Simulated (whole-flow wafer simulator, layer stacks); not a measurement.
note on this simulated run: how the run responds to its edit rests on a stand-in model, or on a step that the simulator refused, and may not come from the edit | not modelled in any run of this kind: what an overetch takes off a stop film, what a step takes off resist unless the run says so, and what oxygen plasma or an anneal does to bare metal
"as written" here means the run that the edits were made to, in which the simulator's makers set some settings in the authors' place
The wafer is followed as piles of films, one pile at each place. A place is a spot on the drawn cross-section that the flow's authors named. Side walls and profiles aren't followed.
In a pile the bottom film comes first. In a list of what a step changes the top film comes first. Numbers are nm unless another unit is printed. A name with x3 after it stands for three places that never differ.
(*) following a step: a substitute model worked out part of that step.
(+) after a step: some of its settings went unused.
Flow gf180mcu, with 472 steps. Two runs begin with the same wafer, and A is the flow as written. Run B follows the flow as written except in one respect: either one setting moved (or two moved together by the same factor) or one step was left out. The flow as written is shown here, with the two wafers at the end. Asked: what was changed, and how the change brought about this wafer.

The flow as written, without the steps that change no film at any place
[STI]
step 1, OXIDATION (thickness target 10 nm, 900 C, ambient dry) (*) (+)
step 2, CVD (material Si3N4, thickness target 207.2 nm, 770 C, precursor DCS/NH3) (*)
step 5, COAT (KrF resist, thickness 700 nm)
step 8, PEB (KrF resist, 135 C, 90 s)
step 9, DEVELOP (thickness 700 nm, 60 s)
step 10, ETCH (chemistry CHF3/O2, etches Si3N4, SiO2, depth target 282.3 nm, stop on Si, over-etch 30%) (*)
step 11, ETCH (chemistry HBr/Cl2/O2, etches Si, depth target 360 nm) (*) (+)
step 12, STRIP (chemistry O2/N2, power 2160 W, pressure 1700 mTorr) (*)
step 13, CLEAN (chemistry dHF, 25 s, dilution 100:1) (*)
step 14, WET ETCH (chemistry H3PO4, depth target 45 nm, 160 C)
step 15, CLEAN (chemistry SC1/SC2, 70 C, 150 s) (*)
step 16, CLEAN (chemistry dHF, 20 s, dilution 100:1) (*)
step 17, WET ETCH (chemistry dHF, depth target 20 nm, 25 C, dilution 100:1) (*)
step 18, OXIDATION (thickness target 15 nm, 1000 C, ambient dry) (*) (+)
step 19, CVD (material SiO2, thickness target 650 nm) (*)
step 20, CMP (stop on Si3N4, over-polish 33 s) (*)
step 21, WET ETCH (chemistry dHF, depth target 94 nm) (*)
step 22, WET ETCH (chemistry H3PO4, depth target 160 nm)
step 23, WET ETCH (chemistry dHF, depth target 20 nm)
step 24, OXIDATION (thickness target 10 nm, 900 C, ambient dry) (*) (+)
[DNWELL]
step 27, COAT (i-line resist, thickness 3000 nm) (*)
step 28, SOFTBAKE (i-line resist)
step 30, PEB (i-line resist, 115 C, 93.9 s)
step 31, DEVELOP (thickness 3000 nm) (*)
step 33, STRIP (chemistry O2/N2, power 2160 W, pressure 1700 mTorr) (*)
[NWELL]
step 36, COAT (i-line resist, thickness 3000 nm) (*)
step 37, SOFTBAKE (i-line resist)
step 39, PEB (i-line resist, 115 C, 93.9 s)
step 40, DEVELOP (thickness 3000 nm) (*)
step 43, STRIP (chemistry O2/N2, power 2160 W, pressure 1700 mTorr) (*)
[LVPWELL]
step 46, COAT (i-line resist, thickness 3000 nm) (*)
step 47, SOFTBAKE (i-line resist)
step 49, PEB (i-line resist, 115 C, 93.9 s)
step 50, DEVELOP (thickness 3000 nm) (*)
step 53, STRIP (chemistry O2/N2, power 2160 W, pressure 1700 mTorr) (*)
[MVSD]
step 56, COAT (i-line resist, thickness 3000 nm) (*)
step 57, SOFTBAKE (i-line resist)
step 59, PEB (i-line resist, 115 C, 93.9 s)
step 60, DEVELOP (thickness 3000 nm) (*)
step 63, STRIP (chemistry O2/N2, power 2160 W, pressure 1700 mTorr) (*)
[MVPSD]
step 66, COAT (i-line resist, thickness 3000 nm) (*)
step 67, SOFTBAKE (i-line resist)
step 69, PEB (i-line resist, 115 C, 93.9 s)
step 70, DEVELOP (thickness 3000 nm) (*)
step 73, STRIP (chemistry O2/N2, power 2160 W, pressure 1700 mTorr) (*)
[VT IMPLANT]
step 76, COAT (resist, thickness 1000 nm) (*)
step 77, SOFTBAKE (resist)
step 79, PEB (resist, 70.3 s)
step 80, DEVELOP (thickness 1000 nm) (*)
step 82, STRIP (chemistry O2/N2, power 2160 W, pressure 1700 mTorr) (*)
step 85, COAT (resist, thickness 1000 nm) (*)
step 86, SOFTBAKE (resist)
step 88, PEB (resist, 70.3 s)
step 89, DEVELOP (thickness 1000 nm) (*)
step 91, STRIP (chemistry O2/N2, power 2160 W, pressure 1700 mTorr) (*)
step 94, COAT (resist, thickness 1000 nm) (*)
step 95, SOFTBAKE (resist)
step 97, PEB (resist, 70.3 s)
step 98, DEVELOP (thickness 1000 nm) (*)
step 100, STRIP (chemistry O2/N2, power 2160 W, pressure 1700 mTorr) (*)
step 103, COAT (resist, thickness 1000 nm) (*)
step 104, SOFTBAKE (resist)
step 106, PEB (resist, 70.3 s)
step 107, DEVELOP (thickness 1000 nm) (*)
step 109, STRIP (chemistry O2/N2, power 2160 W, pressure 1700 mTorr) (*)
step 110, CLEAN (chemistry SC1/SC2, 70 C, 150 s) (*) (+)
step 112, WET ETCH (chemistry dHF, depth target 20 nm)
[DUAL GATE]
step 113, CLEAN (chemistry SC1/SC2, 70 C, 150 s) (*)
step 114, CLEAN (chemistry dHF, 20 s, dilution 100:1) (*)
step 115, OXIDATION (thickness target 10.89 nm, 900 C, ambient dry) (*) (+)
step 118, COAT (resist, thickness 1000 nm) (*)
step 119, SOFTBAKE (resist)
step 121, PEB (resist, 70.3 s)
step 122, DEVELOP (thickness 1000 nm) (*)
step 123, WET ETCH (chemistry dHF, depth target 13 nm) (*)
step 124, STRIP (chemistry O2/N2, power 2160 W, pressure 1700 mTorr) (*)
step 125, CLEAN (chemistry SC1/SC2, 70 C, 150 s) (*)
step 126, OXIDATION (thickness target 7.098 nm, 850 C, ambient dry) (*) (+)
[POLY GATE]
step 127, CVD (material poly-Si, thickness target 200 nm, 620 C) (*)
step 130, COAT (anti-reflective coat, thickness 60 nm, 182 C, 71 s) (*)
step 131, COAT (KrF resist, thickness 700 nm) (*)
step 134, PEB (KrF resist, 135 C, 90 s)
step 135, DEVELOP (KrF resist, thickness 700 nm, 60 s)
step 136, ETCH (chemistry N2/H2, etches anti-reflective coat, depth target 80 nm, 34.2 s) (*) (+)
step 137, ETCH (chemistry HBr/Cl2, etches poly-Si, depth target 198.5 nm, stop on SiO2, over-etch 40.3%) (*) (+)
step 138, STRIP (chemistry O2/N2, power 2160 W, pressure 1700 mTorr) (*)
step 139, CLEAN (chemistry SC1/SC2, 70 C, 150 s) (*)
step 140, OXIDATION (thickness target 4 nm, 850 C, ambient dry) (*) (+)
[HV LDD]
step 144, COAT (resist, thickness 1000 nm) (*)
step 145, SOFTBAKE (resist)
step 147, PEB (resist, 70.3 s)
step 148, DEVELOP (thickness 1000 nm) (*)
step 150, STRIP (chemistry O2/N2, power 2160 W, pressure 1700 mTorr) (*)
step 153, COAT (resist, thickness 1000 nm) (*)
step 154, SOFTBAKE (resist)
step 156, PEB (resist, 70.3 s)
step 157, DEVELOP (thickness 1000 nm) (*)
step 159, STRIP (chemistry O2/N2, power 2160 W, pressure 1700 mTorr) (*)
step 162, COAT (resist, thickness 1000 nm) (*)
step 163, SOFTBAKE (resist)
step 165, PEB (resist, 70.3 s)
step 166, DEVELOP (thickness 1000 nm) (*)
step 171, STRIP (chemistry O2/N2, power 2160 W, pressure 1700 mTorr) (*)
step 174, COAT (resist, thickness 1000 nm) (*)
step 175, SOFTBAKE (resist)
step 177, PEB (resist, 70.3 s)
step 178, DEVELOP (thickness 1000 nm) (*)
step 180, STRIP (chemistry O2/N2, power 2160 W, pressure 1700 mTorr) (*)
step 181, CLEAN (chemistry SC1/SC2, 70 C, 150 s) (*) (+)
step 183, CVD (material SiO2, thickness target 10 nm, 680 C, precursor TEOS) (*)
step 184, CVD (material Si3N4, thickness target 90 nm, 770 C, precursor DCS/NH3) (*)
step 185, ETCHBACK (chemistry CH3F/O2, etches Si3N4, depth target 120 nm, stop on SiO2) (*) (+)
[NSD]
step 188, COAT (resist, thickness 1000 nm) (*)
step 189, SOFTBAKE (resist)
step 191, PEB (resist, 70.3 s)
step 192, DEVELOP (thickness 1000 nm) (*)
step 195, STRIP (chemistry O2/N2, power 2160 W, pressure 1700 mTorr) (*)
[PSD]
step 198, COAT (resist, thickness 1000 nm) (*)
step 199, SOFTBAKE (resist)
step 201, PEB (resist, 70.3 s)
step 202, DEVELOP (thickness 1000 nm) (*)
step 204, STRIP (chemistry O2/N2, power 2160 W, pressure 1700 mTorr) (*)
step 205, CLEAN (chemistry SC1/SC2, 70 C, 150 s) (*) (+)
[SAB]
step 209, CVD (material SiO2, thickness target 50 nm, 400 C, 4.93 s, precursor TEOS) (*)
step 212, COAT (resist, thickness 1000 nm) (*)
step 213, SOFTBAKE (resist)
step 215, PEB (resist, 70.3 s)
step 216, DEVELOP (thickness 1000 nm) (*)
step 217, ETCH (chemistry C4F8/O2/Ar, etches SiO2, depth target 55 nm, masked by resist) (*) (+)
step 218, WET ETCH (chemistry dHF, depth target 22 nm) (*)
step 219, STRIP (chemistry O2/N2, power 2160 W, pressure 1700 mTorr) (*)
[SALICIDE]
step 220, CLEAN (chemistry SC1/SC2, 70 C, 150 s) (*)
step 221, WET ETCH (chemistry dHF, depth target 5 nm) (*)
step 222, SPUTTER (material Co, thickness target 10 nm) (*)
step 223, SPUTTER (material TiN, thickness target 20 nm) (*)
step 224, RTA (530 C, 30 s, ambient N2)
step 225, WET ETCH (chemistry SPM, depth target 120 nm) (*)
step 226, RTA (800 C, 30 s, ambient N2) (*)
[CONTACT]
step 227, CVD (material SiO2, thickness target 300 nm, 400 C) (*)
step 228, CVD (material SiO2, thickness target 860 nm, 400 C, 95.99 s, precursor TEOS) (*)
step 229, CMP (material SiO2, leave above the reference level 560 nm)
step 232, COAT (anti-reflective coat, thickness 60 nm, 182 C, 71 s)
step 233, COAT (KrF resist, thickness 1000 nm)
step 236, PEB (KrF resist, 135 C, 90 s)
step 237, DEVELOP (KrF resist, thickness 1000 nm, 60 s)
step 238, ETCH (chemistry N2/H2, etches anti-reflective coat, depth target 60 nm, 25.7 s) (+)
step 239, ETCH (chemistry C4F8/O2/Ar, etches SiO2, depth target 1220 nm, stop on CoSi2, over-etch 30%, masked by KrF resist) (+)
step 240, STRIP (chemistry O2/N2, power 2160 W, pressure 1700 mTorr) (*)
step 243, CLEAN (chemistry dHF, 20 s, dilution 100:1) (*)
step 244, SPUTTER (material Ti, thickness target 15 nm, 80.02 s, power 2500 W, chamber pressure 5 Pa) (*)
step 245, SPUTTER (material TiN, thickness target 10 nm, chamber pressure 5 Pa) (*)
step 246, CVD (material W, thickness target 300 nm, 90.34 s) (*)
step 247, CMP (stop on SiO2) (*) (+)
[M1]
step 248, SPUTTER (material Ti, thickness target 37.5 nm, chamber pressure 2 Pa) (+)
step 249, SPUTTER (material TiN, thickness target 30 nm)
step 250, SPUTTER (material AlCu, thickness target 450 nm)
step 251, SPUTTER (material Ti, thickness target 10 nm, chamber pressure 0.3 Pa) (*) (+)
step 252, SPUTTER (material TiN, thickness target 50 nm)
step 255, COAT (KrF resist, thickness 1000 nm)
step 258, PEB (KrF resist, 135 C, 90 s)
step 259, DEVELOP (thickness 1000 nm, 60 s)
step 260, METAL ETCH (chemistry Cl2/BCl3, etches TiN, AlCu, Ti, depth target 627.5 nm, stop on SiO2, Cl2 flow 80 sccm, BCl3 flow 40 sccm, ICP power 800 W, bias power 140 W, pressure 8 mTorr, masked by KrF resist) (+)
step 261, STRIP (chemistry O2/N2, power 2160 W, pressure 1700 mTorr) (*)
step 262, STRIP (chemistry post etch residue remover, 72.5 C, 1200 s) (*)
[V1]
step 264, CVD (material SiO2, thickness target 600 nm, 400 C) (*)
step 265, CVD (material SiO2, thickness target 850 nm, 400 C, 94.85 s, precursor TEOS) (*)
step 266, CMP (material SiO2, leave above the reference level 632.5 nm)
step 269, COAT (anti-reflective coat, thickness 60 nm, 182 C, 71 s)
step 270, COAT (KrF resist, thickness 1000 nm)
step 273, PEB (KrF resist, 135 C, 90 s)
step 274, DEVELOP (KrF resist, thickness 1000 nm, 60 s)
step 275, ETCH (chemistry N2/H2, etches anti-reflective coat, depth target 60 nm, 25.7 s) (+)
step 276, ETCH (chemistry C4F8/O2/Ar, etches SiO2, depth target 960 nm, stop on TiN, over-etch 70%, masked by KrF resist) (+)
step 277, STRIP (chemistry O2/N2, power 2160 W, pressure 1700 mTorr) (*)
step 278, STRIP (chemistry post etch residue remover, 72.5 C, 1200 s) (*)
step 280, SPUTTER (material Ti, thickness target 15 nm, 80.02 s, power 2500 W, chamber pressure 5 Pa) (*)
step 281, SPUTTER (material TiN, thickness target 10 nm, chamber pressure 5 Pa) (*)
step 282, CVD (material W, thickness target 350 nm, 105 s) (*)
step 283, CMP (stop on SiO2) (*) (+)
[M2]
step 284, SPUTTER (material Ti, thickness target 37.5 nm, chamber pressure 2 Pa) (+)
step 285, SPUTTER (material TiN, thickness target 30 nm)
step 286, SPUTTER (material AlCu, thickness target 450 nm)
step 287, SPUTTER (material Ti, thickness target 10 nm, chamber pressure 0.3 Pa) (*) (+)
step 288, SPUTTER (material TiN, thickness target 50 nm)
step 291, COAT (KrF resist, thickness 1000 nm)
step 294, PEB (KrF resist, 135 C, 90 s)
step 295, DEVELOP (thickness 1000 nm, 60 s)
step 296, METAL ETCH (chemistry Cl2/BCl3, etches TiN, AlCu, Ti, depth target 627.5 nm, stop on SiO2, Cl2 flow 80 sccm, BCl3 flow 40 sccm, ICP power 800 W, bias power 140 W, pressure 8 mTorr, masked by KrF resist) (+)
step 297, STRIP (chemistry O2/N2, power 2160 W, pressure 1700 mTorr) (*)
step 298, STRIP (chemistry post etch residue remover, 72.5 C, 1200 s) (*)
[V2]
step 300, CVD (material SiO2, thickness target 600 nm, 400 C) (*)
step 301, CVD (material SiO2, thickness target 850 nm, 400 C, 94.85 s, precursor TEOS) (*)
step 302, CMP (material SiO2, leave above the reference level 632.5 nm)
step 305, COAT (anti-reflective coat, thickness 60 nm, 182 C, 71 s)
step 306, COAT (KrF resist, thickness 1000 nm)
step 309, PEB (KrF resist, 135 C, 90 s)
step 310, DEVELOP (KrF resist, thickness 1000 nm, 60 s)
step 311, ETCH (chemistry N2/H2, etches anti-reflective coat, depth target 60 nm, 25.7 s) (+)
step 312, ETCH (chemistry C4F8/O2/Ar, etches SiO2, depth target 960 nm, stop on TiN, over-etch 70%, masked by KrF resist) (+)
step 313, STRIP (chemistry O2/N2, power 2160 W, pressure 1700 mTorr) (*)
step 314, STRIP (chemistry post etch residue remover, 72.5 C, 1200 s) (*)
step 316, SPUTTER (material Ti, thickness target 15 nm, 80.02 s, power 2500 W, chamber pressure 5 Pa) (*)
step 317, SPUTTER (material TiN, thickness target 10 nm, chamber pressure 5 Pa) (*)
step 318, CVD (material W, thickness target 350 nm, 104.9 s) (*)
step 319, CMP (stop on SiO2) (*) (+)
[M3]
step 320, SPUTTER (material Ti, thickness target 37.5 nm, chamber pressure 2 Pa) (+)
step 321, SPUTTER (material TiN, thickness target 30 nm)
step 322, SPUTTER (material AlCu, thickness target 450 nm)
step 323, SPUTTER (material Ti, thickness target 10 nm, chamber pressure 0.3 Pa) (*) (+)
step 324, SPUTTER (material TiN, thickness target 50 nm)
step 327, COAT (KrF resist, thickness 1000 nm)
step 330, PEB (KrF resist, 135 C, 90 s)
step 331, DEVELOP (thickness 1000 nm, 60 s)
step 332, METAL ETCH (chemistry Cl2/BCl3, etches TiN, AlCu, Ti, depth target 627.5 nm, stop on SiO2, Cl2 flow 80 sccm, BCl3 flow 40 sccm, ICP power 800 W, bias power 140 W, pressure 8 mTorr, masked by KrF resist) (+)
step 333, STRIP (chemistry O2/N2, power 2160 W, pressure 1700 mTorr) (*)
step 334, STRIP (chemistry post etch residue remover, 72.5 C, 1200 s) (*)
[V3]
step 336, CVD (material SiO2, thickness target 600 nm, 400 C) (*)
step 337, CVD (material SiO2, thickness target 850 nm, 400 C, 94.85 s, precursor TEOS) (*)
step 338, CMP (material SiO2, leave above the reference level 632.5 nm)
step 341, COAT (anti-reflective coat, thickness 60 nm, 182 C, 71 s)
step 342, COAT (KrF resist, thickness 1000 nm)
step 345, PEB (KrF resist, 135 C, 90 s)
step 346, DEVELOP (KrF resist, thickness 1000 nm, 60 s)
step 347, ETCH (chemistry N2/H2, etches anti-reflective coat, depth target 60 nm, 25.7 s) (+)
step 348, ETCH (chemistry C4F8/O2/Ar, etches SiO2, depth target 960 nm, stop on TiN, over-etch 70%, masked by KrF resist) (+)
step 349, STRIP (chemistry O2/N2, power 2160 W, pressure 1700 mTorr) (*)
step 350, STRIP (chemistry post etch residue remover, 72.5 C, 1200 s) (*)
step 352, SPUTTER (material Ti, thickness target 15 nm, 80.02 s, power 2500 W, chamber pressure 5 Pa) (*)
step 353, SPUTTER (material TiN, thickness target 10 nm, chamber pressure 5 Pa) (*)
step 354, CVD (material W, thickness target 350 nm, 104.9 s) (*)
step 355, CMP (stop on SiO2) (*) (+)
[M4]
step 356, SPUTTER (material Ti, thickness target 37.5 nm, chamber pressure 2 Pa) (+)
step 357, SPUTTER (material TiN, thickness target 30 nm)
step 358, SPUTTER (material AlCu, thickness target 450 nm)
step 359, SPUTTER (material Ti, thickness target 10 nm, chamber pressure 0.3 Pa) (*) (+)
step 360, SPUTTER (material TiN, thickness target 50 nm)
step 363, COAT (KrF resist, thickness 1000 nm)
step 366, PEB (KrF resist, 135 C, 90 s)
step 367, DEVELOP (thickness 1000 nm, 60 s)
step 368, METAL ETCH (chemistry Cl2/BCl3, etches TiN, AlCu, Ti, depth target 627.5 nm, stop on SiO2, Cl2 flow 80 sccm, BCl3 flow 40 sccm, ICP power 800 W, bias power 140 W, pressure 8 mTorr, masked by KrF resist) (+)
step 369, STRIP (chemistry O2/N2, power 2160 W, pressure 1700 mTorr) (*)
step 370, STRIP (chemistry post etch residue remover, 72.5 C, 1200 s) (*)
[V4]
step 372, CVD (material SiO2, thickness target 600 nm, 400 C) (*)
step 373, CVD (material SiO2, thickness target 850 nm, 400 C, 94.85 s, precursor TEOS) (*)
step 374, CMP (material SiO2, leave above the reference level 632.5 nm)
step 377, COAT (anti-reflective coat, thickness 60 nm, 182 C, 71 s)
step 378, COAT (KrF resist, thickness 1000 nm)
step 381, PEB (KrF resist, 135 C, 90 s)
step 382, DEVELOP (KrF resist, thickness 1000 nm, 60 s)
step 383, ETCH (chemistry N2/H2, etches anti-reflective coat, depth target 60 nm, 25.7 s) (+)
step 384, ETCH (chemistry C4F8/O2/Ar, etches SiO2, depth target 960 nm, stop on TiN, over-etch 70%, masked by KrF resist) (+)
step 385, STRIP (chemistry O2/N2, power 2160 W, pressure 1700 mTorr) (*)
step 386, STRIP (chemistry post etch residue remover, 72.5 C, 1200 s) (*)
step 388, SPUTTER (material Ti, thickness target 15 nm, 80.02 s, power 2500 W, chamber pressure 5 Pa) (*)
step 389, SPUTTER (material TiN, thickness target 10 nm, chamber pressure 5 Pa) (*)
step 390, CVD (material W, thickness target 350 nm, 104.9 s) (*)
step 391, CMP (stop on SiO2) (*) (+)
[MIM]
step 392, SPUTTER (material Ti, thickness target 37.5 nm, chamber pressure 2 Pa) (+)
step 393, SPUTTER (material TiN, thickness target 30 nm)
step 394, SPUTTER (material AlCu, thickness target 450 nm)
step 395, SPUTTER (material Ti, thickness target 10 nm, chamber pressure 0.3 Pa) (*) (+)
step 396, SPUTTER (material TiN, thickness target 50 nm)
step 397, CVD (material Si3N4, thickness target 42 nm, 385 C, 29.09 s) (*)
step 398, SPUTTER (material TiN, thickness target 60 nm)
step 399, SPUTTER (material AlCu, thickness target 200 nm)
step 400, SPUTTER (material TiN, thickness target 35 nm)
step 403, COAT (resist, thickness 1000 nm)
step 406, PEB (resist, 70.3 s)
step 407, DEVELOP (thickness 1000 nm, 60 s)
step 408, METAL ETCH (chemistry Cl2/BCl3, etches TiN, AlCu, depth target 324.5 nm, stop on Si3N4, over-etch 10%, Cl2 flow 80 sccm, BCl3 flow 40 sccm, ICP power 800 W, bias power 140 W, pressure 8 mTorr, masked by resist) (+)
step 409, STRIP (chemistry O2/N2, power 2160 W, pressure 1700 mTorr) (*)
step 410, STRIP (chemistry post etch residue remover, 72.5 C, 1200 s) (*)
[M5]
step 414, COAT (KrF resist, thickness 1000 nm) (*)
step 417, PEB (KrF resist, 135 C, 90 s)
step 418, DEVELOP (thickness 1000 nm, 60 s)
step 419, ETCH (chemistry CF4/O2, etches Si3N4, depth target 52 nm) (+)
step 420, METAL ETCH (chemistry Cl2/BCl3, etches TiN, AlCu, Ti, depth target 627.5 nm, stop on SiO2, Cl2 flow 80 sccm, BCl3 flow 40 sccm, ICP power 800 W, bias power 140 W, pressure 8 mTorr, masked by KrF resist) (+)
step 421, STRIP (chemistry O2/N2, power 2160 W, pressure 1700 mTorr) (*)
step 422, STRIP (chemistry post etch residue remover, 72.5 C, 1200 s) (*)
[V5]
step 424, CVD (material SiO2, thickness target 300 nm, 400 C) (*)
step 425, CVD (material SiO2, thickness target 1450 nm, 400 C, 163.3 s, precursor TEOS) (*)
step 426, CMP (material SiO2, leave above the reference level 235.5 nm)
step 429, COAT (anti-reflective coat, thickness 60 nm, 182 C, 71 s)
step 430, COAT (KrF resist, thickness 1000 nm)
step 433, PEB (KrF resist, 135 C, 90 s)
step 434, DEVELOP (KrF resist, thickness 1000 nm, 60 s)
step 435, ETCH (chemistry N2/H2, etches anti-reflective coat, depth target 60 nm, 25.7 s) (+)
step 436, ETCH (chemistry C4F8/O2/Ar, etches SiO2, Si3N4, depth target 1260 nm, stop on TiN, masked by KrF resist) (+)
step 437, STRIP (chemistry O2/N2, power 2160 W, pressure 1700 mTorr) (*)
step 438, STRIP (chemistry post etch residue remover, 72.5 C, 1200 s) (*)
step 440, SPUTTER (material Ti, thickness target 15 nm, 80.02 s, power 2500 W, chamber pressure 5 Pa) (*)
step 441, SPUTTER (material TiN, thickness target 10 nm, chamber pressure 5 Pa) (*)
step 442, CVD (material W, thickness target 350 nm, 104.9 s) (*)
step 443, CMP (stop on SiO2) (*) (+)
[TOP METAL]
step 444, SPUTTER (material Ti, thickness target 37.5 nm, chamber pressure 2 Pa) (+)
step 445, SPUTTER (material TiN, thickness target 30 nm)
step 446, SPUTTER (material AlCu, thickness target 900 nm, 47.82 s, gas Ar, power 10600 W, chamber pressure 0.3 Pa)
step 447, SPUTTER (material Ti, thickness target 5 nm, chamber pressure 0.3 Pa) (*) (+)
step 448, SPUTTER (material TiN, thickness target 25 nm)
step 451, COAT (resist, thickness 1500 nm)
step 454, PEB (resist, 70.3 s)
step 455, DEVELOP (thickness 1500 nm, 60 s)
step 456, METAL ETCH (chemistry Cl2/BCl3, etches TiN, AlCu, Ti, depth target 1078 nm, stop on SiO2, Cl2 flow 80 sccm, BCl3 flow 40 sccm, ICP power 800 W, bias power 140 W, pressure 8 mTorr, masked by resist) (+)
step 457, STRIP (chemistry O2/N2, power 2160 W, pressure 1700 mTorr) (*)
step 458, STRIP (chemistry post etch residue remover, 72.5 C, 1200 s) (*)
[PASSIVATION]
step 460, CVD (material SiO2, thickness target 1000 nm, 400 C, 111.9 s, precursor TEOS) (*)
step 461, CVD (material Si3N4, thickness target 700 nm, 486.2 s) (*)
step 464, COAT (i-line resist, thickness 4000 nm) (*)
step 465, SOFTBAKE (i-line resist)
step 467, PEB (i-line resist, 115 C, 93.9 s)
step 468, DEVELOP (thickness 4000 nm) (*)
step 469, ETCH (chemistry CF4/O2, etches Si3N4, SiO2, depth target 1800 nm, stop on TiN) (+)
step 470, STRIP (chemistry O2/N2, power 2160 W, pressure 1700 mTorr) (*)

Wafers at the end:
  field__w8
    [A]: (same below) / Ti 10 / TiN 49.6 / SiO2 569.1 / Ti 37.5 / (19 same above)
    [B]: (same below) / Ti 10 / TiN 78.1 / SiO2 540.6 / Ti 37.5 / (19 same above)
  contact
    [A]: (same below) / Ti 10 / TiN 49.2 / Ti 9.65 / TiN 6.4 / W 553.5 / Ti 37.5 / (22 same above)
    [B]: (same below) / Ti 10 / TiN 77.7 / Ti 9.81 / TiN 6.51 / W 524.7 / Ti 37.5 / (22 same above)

Cause: step 324, SPUTTER: thickness target 78.5 nm was run, while the flow as written has thickness target 50 nm.

Step by step, how the change led to this:
  step 324, SPUTTER (material TiN, thickness target 50 nm)
      field, field__w1, field__w2 and 108 more: A +50 TiN (new film) | B +78.5 TiN (new film)
  step 332, METAL ETCH (chemistry Cl2/BCl3, etches TiN, AlCu, Ti, depth target 627.5 nm, stop on SiO2, Cl2 flow 80 sccm, BCl3 flow 40 sccm, ICP power 800 W, bias power 140 W, pressure 8 mTorr, masked by KrF resist) (+)
      field, field__w1, field__w2 and 103 more: A -50 TiN (all of it), -10 Ti (all of it), -450 AlCu (all of it), -30 TiN (all of it), -37.5 Ti (all of it) | B -78.5 TiN (all of it), -10 Ti (all of it), -450 AlCu (all of it), -30 TiN (all of it), -37.5 Ti (all of it)
  step 338, CMP (material SiO2, leave above the reference level 632.5 nm)
      field__w8, contact, m1, m1__w1, m1_nw: A -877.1 SiO2 | B -905.6 SiO2
  step 348, ETCH (chemistry C4F8/O2/Ar, etches SiO2, depth target 960 nm, stop on TiN, over-etch 70%, masked by KrF resist) (+)
      field, field__w1, field__w2 and 107 more: A -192 KrF resist | B -184.9 KrF resist
      contact: A -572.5 SiO2 (all of it) | B -544 SiO2 (all of it)
  step 354, CVD (material W, thickness target 350 nm, 104.9 s) (*)
      contact: A +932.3 W (new film) | B +903.5 W (new film)
